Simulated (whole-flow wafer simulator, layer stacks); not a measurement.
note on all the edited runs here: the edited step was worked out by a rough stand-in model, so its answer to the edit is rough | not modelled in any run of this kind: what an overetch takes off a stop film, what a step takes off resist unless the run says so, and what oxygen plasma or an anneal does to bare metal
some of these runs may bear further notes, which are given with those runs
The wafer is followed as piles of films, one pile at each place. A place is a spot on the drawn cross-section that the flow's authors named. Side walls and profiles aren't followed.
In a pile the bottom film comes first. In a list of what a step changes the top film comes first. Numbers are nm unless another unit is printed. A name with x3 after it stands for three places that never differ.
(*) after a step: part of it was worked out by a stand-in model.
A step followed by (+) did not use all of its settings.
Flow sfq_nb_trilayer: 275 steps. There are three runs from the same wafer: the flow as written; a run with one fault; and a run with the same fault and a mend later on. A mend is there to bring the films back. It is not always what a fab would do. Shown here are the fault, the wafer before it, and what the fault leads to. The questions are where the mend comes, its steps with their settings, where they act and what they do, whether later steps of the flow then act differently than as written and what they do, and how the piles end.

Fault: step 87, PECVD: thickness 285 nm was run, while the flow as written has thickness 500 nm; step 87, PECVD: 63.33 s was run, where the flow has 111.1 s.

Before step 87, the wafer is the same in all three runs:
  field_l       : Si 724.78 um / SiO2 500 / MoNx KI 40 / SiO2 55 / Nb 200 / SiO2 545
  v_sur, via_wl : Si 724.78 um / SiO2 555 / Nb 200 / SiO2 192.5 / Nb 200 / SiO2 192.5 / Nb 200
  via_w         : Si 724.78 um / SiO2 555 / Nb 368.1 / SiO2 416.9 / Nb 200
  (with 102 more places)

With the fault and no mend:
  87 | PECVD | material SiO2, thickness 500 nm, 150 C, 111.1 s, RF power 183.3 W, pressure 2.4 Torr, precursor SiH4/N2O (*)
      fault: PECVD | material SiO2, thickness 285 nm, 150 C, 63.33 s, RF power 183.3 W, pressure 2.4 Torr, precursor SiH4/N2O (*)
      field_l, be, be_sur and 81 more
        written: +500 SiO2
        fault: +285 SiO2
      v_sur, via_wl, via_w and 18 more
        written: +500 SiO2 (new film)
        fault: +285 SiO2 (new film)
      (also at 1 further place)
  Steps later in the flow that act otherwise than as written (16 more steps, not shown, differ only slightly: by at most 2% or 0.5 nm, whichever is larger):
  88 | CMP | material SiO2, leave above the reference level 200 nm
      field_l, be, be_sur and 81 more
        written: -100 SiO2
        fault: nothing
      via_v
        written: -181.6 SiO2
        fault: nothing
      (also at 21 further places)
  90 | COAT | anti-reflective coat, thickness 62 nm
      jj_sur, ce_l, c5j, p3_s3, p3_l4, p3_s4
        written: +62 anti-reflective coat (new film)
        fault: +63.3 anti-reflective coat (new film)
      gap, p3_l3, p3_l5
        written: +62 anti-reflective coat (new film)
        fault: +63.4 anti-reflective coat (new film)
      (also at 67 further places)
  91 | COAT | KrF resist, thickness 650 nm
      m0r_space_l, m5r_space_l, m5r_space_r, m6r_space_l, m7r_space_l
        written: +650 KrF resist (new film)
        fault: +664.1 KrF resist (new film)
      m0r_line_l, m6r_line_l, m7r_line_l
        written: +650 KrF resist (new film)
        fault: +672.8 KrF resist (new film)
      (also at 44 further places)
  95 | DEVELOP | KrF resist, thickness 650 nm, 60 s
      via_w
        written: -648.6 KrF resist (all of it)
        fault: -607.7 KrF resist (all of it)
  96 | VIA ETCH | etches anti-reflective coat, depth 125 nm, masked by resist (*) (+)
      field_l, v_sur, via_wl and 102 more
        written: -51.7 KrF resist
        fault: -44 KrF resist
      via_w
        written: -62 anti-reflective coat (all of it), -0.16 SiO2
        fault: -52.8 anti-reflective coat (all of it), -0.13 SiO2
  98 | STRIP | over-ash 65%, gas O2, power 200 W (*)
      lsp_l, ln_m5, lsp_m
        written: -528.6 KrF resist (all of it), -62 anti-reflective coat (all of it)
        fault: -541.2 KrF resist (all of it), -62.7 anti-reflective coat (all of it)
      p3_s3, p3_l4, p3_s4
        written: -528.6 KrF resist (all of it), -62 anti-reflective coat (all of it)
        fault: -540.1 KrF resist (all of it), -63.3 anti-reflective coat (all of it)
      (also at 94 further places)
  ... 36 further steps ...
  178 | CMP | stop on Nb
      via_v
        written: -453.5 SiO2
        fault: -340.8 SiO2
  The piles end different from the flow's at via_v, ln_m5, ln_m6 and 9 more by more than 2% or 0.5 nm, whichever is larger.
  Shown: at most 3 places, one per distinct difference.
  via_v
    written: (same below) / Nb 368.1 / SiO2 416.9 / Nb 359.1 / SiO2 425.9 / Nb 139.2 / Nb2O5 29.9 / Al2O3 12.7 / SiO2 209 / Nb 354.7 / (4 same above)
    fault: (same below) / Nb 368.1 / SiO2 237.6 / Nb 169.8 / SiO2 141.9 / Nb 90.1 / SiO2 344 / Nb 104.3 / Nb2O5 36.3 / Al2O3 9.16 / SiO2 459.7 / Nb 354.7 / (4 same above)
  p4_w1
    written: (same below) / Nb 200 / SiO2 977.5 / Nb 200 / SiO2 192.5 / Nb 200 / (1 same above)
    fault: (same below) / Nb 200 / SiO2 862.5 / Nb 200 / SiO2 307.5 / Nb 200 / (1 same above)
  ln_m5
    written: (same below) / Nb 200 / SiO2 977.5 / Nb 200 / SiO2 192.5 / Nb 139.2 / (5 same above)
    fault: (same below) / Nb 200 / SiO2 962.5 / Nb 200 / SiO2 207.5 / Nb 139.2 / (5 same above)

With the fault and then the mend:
  The mend stands after step 87.
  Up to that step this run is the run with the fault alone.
  87a | PECVD | material SiO2, thickness 215 nm, 150 C, 47.78 s, RF power 183.3 W, pressure 2.4 Torr, precursor SiH4/N2O (*) (a further turn of the flow's step 87, with different settings)
      field_l, v_sur, via_wl and 102 more
        +215 SiO2
      via_v
        +191.6 SiO2
  Steps later in the flow that act otherwise than as written:
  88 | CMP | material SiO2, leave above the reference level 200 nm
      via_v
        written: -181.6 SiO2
        mend: -12.2 SiO2
  The piles end the same as the flow's at every place that both follow.
